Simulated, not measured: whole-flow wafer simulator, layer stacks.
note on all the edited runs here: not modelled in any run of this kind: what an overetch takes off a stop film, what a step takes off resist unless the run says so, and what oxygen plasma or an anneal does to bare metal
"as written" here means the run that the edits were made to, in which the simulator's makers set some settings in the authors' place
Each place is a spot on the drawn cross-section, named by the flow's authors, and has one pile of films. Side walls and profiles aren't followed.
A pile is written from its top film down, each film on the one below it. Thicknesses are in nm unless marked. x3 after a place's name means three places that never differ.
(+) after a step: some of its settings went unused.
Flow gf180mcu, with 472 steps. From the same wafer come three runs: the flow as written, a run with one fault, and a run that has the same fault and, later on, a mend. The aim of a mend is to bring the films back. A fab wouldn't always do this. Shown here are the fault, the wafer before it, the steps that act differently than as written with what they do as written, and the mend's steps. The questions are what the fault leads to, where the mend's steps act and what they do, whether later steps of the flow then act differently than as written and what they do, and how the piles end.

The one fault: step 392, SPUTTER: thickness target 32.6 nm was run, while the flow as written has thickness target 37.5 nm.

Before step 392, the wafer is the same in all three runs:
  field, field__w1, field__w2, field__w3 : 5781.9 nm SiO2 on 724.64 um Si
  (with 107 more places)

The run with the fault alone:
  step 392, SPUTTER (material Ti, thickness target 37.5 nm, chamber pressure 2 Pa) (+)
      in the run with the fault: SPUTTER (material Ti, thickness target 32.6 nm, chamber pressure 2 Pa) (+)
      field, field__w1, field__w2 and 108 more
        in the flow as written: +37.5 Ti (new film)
        in the run with the fault: +32.6 Ti (new film)
  Steps later in the flow that act otherwise than as written (2 other steps are not shown; they differ only slightly, by no more than 2% or 0.5 nm, whichever is larger):
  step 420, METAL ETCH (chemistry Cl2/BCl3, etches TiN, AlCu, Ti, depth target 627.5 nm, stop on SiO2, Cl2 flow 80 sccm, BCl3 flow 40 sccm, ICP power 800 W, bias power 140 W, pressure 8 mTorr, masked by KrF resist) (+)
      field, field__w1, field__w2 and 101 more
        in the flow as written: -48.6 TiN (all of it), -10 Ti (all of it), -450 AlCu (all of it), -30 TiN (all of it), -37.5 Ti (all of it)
        in the run with the fault: -48.6 TiN (all of it), -10 Ti (all of it), -450 AlCu (all of it), -30 TiN (all of it), -32.6 Ti (all of it)
  By the end, the piles at field__w4, field__w8, contact, m1, m1__w1, mim, mim_1p0, m1_nw depart from the flow's by more than 2% or 0.5 nm, whichever is larger.
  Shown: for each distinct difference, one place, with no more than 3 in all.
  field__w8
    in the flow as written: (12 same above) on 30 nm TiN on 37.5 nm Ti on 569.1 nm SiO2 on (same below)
    in the run with the fault: (12 same above) on 30 nm TiN on 32.6 nm Ti on 569.1 nm SiO2 on (same below)
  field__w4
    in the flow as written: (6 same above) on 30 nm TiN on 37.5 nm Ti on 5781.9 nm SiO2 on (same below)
    in the run with the fault: (6 same above) on 30 nm TiN on 32.6 nm Ti on 5781.9 nm SiO2 on (same below)
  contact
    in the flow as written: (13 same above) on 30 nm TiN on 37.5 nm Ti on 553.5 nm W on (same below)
    in the run with the fault: (13 same above) on 30 nm TiN on 32.6 nm Ti on 553.5 nm W on (same below)

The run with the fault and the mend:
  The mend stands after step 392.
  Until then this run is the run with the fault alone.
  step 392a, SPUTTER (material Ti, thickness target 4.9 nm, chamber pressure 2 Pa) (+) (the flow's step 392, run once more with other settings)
      field, field__w1, field__w2 and 108 more
        +4.9 Ti
  Every later step of the flow that is run acts as written at every place that is followed.
  The piles end the same as the flow's at every place that both follow.
